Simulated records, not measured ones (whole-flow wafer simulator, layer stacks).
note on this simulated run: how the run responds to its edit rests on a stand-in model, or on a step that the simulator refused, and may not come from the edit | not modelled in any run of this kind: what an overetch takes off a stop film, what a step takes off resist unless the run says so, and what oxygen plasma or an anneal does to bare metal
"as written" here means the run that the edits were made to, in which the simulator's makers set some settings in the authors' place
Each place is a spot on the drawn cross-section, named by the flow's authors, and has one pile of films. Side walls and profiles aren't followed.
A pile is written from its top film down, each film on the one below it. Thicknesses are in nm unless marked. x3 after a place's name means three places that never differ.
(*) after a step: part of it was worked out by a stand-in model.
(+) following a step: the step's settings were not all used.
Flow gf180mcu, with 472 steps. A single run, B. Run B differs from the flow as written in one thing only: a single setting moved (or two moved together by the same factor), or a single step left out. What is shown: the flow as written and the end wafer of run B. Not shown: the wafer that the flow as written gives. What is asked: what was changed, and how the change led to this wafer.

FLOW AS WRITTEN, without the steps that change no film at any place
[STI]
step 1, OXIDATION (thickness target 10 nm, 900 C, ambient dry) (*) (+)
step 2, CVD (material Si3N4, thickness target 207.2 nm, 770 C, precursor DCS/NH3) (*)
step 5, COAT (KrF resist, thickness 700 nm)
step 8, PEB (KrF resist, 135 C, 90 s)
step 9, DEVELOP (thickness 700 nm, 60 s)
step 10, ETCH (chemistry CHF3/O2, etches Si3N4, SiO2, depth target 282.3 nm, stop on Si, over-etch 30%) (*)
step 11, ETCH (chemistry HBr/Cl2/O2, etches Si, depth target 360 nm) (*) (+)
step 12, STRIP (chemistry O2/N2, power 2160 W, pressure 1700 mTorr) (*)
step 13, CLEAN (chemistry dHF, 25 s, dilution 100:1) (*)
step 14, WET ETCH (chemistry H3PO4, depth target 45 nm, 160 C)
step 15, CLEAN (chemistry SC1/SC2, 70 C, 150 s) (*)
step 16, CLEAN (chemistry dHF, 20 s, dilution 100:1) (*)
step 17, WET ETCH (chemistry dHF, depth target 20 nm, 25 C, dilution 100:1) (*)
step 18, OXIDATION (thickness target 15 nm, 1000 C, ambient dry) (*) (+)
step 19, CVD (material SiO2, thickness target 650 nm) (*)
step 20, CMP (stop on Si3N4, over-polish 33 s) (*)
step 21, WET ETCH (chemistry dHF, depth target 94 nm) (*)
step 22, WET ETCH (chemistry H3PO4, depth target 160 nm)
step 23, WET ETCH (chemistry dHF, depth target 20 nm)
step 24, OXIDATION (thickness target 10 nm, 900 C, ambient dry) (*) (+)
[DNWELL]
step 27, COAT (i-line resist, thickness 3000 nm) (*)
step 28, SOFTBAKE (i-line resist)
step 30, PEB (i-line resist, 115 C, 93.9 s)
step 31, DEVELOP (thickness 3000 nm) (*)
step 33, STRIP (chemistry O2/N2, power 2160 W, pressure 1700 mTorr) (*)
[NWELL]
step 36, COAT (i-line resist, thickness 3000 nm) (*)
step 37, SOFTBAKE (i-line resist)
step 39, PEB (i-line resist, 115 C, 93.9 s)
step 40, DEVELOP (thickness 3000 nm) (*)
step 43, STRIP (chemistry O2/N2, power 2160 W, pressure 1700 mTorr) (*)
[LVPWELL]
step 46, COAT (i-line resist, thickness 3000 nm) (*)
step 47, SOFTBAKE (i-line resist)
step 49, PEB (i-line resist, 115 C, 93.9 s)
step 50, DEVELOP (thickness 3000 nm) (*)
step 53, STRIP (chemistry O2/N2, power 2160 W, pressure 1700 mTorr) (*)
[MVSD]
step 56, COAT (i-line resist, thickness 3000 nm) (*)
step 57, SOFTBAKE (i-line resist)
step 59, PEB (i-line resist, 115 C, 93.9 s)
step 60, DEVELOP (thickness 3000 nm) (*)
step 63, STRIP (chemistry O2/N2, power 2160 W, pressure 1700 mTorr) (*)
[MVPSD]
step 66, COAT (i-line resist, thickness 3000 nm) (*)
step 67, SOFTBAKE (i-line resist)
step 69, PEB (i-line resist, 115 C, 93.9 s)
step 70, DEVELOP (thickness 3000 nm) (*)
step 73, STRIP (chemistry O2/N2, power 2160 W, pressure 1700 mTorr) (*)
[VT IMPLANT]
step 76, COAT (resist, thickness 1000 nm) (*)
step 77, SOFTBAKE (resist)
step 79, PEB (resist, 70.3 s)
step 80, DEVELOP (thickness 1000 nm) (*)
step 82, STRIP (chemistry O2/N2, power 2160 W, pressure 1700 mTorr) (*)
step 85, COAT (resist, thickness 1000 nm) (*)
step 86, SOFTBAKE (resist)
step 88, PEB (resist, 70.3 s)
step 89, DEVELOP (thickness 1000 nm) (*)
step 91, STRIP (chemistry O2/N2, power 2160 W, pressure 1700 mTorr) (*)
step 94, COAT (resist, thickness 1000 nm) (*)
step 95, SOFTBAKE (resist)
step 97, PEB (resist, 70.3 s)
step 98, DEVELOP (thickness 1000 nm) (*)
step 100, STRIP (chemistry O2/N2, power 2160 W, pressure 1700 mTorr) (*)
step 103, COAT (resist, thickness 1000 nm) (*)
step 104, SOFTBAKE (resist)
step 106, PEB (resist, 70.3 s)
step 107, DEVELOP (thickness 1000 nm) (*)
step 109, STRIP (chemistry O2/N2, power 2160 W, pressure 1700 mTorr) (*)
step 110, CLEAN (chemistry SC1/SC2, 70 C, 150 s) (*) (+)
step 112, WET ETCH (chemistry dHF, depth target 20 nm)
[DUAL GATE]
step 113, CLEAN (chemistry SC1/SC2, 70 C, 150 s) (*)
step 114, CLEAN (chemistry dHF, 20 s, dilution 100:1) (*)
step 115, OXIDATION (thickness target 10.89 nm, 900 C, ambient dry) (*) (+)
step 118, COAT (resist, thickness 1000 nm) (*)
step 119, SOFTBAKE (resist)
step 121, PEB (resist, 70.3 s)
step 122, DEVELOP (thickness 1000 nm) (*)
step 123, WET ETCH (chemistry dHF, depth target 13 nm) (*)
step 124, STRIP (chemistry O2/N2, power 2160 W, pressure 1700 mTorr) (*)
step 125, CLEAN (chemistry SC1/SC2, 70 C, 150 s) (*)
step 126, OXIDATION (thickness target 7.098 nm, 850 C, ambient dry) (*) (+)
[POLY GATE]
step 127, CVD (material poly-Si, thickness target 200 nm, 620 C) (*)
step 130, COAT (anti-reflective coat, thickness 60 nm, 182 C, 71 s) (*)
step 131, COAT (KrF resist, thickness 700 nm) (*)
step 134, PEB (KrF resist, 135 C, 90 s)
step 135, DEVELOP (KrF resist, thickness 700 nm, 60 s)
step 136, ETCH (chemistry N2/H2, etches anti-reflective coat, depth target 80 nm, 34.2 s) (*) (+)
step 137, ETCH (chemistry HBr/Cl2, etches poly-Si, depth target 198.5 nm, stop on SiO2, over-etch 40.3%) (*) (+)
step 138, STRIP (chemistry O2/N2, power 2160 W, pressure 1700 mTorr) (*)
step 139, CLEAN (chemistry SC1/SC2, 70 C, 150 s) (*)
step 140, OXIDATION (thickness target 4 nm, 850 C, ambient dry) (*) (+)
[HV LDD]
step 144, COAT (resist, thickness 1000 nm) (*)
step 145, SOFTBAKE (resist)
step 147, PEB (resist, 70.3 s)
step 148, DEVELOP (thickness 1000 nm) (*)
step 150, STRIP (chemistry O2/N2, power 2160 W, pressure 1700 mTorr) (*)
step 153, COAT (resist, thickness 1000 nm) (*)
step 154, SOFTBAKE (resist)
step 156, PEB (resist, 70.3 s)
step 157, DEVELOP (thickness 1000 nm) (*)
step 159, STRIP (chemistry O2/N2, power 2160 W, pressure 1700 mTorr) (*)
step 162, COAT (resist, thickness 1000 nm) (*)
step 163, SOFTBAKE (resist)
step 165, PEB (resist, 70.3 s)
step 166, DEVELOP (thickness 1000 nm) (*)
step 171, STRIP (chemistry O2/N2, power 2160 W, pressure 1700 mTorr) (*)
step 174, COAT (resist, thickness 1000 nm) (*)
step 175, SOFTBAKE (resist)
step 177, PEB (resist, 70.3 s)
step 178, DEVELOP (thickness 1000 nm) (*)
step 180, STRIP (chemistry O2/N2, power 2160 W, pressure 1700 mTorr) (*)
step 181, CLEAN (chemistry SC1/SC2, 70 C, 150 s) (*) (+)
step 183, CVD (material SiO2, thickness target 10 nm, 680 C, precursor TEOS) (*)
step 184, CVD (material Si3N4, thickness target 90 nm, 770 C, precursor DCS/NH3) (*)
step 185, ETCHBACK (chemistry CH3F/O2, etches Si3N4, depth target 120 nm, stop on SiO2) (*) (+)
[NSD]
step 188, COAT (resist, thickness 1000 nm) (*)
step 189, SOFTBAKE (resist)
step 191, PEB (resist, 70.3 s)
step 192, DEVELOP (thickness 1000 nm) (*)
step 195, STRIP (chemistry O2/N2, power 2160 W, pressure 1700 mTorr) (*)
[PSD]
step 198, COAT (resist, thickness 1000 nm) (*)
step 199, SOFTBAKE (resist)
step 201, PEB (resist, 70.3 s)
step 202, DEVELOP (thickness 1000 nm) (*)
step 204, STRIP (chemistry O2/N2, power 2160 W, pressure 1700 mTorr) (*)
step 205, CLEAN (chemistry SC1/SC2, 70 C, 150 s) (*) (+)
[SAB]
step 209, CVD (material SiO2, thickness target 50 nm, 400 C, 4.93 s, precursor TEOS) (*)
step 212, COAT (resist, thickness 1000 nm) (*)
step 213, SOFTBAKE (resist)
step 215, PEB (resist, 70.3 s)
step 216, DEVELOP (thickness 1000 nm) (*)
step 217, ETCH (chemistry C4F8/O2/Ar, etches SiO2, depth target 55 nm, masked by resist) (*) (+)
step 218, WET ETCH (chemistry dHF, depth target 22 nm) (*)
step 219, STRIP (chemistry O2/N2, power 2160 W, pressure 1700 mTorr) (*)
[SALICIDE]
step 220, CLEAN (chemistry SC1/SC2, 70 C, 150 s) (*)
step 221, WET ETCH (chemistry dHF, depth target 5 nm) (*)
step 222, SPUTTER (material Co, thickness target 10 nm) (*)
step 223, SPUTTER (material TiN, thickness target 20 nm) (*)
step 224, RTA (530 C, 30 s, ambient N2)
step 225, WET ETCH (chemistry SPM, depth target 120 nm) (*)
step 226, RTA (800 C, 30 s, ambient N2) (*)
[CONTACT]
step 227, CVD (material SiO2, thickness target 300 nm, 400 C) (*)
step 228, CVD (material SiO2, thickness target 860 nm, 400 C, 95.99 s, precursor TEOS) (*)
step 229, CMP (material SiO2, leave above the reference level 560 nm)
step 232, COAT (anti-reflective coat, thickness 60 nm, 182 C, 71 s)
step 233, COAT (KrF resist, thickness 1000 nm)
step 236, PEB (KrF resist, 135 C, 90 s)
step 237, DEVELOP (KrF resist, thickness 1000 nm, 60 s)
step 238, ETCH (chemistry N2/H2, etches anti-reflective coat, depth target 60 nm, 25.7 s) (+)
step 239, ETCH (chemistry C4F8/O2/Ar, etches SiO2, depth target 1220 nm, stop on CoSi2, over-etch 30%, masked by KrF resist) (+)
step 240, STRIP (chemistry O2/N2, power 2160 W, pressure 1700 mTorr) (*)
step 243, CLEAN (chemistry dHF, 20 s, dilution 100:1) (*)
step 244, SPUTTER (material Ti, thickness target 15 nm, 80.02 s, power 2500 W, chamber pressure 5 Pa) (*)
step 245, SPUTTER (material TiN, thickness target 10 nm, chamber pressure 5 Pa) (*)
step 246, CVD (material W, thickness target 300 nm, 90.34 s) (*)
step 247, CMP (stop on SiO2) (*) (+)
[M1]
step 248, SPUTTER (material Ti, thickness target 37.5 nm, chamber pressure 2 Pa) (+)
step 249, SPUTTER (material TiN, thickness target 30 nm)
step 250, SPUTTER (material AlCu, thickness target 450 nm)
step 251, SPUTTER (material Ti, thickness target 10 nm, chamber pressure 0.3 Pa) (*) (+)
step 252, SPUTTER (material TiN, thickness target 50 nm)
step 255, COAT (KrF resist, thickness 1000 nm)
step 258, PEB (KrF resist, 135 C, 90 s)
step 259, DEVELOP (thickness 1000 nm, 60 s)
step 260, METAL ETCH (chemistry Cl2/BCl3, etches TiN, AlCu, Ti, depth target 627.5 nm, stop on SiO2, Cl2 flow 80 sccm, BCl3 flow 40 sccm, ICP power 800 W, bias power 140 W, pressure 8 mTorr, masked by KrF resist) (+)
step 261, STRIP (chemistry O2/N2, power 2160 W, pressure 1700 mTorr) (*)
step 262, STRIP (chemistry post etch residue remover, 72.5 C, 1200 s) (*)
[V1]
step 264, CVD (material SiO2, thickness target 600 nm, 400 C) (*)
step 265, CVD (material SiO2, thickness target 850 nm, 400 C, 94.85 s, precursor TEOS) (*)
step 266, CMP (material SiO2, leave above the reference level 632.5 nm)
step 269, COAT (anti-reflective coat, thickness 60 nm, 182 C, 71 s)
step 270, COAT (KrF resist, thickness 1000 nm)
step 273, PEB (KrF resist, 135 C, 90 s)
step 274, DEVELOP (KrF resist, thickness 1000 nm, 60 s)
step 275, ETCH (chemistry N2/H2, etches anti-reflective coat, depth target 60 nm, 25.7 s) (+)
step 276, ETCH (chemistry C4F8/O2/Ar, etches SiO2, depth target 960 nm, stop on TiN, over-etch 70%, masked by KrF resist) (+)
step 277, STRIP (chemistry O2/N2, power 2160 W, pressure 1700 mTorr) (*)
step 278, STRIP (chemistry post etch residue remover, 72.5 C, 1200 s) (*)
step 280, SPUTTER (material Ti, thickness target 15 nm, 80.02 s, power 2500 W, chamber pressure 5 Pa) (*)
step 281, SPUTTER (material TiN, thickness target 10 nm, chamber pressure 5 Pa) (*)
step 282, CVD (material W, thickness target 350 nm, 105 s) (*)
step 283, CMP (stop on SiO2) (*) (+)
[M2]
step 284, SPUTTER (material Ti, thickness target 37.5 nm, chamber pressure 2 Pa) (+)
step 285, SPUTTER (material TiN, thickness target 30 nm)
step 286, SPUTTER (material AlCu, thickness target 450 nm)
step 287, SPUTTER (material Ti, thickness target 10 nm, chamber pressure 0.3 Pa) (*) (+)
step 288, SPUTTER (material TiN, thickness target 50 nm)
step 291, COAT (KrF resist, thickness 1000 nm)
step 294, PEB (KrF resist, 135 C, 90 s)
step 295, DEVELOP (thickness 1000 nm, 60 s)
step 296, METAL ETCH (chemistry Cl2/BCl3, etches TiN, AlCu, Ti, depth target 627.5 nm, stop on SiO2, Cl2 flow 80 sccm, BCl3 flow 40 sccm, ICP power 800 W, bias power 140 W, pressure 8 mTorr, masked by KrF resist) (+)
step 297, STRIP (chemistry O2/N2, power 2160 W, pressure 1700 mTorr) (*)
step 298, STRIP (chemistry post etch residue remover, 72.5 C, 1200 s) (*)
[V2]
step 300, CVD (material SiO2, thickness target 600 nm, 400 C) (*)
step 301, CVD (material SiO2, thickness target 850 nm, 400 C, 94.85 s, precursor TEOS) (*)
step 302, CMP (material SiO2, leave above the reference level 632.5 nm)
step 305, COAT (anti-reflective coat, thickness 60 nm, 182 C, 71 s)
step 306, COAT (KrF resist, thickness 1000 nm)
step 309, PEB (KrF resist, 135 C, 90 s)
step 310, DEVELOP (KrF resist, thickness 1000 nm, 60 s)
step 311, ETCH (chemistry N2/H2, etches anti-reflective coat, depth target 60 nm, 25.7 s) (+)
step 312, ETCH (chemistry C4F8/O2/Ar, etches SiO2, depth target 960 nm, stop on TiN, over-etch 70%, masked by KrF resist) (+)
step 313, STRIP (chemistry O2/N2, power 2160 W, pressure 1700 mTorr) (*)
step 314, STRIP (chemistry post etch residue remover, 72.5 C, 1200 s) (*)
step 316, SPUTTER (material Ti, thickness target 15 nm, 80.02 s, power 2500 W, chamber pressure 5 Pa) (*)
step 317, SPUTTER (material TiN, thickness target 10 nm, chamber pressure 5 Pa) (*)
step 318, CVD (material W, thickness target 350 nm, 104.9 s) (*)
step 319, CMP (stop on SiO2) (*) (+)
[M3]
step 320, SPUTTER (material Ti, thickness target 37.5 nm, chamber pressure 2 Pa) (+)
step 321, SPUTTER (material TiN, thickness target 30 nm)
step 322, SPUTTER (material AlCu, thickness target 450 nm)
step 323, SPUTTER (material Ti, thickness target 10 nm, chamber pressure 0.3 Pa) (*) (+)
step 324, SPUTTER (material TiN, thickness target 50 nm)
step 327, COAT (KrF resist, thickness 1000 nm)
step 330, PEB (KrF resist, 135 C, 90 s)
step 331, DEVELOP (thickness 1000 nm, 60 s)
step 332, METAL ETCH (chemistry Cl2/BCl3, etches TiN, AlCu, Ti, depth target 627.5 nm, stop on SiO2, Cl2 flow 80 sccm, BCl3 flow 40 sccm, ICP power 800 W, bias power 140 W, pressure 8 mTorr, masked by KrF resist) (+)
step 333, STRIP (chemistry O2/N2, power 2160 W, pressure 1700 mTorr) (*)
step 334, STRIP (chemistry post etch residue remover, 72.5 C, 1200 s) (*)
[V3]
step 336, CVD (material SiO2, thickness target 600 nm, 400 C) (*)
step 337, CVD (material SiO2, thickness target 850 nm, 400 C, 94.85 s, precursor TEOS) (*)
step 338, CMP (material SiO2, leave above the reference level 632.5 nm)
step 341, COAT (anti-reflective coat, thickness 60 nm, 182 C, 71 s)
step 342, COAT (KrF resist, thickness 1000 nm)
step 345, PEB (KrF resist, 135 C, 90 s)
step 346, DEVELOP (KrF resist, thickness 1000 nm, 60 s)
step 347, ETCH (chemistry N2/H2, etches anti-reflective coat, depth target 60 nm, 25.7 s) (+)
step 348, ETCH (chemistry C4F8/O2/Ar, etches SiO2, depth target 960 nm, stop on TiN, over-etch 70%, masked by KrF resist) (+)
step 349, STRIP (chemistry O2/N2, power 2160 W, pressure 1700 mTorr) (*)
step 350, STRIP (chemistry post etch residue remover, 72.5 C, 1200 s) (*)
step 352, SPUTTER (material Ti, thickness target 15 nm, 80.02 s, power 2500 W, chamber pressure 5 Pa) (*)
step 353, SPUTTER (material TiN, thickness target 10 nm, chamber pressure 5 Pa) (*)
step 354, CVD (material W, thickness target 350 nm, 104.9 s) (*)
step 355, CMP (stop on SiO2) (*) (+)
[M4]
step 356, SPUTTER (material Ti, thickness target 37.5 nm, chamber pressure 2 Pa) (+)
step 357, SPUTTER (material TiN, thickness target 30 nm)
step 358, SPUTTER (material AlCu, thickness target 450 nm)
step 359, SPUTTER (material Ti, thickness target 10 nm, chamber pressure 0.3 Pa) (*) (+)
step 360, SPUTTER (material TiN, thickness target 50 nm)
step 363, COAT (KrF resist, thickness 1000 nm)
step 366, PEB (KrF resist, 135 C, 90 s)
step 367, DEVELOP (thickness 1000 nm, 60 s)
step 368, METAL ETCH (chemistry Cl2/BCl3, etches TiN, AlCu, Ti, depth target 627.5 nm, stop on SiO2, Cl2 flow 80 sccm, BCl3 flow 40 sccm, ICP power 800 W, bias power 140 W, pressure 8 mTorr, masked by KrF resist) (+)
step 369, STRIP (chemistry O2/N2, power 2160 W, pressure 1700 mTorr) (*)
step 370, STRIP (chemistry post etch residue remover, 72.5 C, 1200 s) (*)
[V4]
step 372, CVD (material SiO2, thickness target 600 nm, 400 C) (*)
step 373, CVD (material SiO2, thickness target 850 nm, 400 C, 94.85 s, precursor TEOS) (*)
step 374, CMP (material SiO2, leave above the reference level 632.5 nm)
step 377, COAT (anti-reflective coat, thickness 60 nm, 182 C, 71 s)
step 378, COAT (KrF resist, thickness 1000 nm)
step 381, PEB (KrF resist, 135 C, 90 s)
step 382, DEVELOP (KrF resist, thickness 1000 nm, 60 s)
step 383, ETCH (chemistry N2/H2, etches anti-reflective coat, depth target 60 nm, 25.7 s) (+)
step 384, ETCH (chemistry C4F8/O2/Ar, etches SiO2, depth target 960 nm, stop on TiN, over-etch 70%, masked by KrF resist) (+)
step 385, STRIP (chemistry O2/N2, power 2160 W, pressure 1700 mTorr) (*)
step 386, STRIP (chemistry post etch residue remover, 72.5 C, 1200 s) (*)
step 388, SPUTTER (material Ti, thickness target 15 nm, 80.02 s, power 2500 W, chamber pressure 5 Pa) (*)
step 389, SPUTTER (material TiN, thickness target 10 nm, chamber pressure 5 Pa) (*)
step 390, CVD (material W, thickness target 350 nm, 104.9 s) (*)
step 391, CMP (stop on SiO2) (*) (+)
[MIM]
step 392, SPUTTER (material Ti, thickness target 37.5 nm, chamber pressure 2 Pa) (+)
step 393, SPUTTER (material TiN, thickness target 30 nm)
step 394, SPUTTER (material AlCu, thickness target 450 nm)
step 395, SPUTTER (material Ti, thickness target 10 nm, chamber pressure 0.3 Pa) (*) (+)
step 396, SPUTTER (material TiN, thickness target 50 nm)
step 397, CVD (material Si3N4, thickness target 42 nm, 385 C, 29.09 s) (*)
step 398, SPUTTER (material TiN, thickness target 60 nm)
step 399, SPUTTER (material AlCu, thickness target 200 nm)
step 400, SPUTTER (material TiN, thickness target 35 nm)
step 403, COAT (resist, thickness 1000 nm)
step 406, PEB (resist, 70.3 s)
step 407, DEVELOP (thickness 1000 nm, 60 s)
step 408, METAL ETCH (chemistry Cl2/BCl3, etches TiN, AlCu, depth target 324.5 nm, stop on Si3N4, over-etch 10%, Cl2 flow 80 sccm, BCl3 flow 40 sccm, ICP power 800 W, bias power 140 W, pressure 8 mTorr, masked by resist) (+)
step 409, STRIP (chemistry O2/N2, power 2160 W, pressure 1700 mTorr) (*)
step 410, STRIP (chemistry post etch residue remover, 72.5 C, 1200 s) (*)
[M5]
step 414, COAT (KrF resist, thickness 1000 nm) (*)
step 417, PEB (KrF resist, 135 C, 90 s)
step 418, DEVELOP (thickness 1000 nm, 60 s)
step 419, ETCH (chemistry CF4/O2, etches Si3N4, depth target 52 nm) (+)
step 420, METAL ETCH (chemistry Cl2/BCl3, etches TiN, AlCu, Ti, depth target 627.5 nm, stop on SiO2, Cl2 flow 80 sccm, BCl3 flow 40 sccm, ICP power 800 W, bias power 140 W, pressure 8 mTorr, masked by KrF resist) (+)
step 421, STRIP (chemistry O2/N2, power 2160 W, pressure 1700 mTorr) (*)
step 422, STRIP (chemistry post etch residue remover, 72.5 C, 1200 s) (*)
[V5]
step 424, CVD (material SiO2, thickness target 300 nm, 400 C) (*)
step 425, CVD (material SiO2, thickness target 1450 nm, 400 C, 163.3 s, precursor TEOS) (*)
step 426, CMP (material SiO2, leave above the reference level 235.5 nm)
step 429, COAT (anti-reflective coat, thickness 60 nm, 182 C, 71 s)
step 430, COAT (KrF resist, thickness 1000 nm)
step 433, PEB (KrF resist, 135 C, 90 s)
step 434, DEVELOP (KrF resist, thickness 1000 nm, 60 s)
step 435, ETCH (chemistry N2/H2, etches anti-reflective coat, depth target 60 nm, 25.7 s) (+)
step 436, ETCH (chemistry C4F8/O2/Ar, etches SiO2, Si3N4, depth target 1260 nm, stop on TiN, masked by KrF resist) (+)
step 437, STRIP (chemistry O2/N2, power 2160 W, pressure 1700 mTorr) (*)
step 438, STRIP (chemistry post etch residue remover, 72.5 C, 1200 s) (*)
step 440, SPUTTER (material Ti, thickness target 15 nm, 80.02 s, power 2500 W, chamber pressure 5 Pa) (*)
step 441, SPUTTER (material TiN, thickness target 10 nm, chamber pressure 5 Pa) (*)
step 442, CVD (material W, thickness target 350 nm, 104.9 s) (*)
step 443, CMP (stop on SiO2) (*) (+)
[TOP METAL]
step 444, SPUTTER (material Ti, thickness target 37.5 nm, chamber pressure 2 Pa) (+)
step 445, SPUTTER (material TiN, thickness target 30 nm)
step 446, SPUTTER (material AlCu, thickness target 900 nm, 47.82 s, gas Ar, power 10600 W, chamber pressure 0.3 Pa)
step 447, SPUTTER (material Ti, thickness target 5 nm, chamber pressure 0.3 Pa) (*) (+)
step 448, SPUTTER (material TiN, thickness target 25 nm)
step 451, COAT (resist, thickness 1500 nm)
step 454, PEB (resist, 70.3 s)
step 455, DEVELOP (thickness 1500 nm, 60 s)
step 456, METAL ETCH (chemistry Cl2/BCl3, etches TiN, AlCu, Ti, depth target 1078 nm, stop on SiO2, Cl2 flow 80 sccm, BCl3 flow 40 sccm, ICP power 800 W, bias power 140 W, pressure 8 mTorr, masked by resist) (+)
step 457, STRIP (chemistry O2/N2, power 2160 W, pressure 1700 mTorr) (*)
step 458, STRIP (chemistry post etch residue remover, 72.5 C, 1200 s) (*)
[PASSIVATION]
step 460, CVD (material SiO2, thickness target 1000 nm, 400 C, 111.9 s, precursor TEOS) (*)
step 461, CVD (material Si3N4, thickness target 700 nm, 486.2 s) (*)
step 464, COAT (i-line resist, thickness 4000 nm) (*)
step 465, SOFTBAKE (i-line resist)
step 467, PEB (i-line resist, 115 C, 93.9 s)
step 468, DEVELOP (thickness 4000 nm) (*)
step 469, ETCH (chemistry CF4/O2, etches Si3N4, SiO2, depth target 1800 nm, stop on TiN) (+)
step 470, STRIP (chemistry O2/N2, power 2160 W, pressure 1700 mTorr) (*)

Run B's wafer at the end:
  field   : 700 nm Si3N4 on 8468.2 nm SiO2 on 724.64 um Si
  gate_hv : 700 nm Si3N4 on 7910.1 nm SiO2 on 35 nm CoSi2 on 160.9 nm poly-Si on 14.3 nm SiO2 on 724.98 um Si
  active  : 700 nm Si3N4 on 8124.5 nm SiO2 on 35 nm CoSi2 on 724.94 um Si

The reason: step 229, CMP: leave above the reference level 801 nm was run, while the flow as written has leave above the reference level 560 nm.

How this came from the change, step by step:
  step 229, CMP (material SiO2, leave above the reference level 560 nm)
      field__w3: nothing (it would be, as written: SiO2 loses 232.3)
      field__w12: nothing (it would be, as written: SiO2 loses 232.1)
      (and at 109 other places as well)
  step 232, COAT (anti-reflective coat, thickness 60 nm, 182 C, 71 s)
      field__w3: anti-reflective coat gains 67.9 (new film) (it would be, as written: anti-reflective coat gains 60 (new film))
      field__w7: anti-reflective coat gains 55.2 (new film) (it would be, as written: anti-reflective coat gains 60 (new film))
      (and at 7 other places as well)
  step 239, ETCH (chemistry C4F8/O2/Ar, etches SiO2, depth target 1220 nm, stop on CoSi2, over-etch 30%, masked by KrF resist) (+)
      field, field__w1, field__w2 and 105 more: KrF resist loses 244 (it would be, as written: KrF resist loses 223.5)
      polyc_n, polyc_p: SiO2 loses 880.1 (all of it) (it would be, as written: SiO2 loses 639.1 (all of it))
      (and at 1 other place as well)
  step 240, STRIP (chemistry O2/N2, power 2160 W, pressure 1700 mTorr) (*)
      field__w1, field__w8, field__w10 and 49 more: KrF resist loses 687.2 (all of it), anti-reflective coat loses 60 (all of it) (it would be, as written: KrF resist loses 707.7 (all of it), anti-reflective coat loses 60 (all of it))
      field, field_sub, field_sub__w1 and 27 more: KrF resist loses 687.1 (all of it), anti-reflective coat loses 60 (all of it) (it would be, as written: KrF resist loses 707.7 (all of it), anti-reflective coat loses 60 (all of it))
      (and at 26 other places as well)
  step 244, SPUTTER (material Ti, thickness target 15 nm, 80.02 s, power 2500 W, chamber pressure 5 Pa) (*)
      contact: Ti gains 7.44 (new film) (it would be, as written: Ti gains 8.55 (new film))
  step 245, SPUTTER (material TiN, thickness target 10 nm, chamber pressure 5 Pa) (*)
      contact: TiN gains 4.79 (new film) (it would be, as written: TiN gains 5.48 (new film))
  step 246, CVD (material W, thickness target 300 nm, 90.34 s) (*)
      polyc_n, polyc_p: W gains 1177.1 (new film) (it would be, as written: W gains 936.1 (new film))
      contact: W gains 1410.3 (new film) (it would be, as written: W gains 1167.5 (new film))
  step 247, CMP (stop on SiO2) (*) (+)
      field__w3: W loses 300 (all of it), TiN loses 10 (all of it), Ti loses 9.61 (it would be, as written: W loses 300 (all of it), TiN loses 10 (all of it), Ti loses 15 (all of it), SiO2 loses 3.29)
      field__w12: W loses 300 (all of it), TiN loses 10 (all of it), Ti loses 9.45 (it would be, as written: W loses 300 (all of it), TiN loses 10 (all of it), Ti loses 15 (all of it), SiO2 loses 3.29)
      (and at 1 other place as well)
  step 248, SPUTTER (material Ti, thickness target 37.5 nm, chamber pressure 2 Pa) (+)
      field__w3, field__w12: Ti gains 37.5 (it would be, as written: Ti gains 37.5 (new film))
  step 260, METAL ETCH (chemistry Cl2/BCl3, etches TiN, AlCu, Ti, depth target 627.5 nm, stop on SiO2, Cl2 flow 80 sccm, BCl3 flow 40 sccm, ICP power 800 W, bias power 140 W, pressure 8 mTorr, masked by KrF resist) (+)
      mim: TiN loses 50 (all of it), Ti loses 10 (all of it), AlCu loses 450 (all of it), TiN loses 30 (all of it), Ti loses 37.5 (all of it), TiN loses 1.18 (all of it), Ti loses 15 (all of it) (it would be, as written: TiN loses 50 (all of it), Ti loses 10 (all of it), AlCu loses 450 (all of it), TiN loses 30 (all of it), Ti loses 37.5 (all of it))
      field__w3: TiN loses 50 (all of it), Ti loses 10 (all of it), AlCu loses 450 (all of it), TiN loses 30 (all of it), Ti loses 42.9 (all of it) (it would be, as written: TiN loses 50 (all of it), Ti loses 10 (all of it), AlCu loses 450 (all of it), TiN loses 30 (all of it), Ti loses 37.5 (all of it))
      (and at 1 other place as well)
  step 266, CMP (material SiO2, leave above the reference level 632.5 nm)
      mim: SiO2 loses 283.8 (it would be, as written: SiO2 loses 300)
